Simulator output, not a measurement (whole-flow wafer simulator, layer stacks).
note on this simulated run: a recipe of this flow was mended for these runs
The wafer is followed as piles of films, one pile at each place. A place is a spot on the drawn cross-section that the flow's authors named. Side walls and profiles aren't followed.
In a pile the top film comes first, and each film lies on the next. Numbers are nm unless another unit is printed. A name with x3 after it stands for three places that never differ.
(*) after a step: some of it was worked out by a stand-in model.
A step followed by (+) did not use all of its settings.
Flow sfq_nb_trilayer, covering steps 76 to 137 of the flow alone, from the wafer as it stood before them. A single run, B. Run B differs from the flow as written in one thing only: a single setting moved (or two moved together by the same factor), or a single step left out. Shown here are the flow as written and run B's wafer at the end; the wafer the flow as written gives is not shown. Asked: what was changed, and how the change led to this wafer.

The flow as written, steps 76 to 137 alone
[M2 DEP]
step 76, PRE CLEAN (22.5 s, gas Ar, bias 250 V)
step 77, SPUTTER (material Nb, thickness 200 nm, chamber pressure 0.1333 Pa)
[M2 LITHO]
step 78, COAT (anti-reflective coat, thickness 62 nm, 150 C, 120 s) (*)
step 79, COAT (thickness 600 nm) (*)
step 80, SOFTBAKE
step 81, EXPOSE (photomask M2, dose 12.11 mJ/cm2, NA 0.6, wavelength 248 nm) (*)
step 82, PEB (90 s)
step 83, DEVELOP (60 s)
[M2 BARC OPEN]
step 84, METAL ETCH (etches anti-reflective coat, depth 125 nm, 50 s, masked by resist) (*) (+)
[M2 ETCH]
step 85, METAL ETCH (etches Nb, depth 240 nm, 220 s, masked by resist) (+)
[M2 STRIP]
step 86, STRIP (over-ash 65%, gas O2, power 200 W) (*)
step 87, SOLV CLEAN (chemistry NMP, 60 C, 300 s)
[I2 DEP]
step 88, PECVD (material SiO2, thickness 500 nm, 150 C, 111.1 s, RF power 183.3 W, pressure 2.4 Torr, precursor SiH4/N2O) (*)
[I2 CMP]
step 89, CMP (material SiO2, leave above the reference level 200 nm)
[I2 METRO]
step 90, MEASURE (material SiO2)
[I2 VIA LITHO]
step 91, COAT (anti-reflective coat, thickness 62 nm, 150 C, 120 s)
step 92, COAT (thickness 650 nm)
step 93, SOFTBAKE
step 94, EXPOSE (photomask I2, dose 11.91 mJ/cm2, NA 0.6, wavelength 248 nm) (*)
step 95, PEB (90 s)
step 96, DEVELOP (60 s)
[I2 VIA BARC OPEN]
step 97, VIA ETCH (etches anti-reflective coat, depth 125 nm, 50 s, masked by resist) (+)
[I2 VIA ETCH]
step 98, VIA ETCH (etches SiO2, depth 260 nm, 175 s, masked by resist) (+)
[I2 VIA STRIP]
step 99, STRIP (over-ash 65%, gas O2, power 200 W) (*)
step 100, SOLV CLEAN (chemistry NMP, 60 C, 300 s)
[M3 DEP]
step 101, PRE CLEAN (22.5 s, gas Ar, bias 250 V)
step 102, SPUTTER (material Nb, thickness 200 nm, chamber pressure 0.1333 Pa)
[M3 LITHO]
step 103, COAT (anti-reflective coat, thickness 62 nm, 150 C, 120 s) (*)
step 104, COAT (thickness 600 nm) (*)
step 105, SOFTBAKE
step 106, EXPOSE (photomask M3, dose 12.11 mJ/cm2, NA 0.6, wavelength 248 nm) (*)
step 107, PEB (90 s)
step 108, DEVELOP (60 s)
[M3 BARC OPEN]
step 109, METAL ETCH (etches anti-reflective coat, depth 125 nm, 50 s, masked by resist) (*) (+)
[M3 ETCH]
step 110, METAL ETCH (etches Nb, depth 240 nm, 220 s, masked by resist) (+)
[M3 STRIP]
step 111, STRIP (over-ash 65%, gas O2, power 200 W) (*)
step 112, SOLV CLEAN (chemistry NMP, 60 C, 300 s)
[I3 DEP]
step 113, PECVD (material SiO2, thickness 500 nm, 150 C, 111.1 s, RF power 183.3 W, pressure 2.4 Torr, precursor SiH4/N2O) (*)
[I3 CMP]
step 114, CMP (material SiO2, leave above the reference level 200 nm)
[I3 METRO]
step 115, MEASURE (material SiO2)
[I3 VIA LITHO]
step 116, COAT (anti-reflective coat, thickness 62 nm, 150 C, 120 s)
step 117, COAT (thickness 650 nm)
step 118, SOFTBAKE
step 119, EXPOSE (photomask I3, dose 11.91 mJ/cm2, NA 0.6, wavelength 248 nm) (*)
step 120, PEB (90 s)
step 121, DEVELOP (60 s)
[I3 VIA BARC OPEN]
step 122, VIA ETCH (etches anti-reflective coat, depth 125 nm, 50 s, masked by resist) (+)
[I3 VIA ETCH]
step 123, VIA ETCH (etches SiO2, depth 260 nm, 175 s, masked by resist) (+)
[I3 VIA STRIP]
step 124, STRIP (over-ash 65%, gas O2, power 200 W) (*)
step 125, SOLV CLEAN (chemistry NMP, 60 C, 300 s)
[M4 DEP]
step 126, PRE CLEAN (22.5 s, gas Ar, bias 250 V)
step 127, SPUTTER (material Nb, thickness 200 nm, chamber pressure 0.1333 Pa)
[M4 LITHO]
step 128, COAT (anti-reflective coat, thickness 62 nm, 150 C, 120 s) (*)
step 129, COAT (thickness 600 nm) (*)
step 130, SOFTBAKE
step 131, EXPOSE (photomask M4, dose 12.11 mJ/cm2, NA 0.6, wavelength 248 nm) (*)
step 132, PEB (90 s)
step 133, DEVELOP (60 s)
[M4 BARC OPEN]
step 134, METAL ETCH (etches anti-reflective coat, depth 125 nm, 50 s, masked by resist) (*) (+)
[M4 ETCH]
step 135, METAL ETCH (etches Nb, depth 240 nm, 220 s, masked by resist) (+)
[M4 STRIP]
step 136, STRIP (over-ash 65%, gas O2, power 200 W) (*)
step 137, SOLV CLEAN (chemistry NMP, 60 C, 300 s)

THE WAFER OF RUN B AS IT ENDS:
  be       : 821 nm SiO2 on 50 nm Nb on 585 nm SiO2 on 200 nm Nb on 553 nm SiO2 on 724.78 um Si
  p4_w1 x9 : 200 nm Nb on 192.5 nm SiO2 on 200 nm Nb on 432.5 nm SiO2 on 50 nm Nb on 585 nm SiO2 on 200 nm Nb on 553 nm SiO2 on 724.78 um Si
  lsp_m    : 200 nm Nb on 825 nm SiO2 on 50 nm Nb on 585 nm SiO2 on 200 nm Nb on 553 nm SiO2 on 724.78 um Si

The reason: step 77, SPUTTER: thickness 290 nm was run, whereas the flow has thickness 200 nm.

Step by step, how the change led to this:
  step 77, SPUTTER (material Nb, thickness 200 nm, chamber pressure 0.1333 Pa)
      field_l, v_sur, via_wl and 102 more: +290 Nb (new film) (it would be, as written: +200 Nb (new film))
      via_v: +251.6 Nb (it would be, as written: +172.8 Nb)
  step 85, METAL ETCH (etches Nb, depth 240 nm, 220 s, masked by resist) (+)
      field_l, be, be_sur and 81 more: -240 Nb (it would be, as written: -200 Nb (all of it), -4 SiO2)
  step 88, PECVD (material SiO2, thickness 500 nm, 150 C, 111.1 s, RF power 183.3 W, pressure 2.4 Torr, precursor SiH4/N2O) (*)
      field_l, be, be_sur and 81 more: +500 SiO2 (new film) (it would be, as written: +500 SiO2)
      via_v: +599.5 SiO2 (new film) (it would be, as written: +612.8 SiO2 (new film))
  step 89, CMP (material SiO2, leave above the reference level 200 nm)
      field_l, be, be_sur and 81 more: -60 SiO2 (it would be, as written: -96 SiO2)
      via_v: -157.1 SiO2 (it would be, as written: -181.6 SiO2)
If metal films that touch count as one body, be has 2 bodies (between them, from the top down: SiO2 585); the flow as written gives 1 body.
If metal films that touch count as one body, p4_w1 x9 has 4 bodies (between them, from the top down: SiO2 192.5; SiO2 432.5; SiO2 585); the flow as written gives 3 bodies (between them, from the top down: SiO2 192.5; SiO2 977.5).
If metal films that touch count as one body, lsp_m has 3 bodies (between them, from the top down: SiO2 825; SiO2 585); the flow as written gives 2 bodies (between them, from the top down: SiO2 1370).
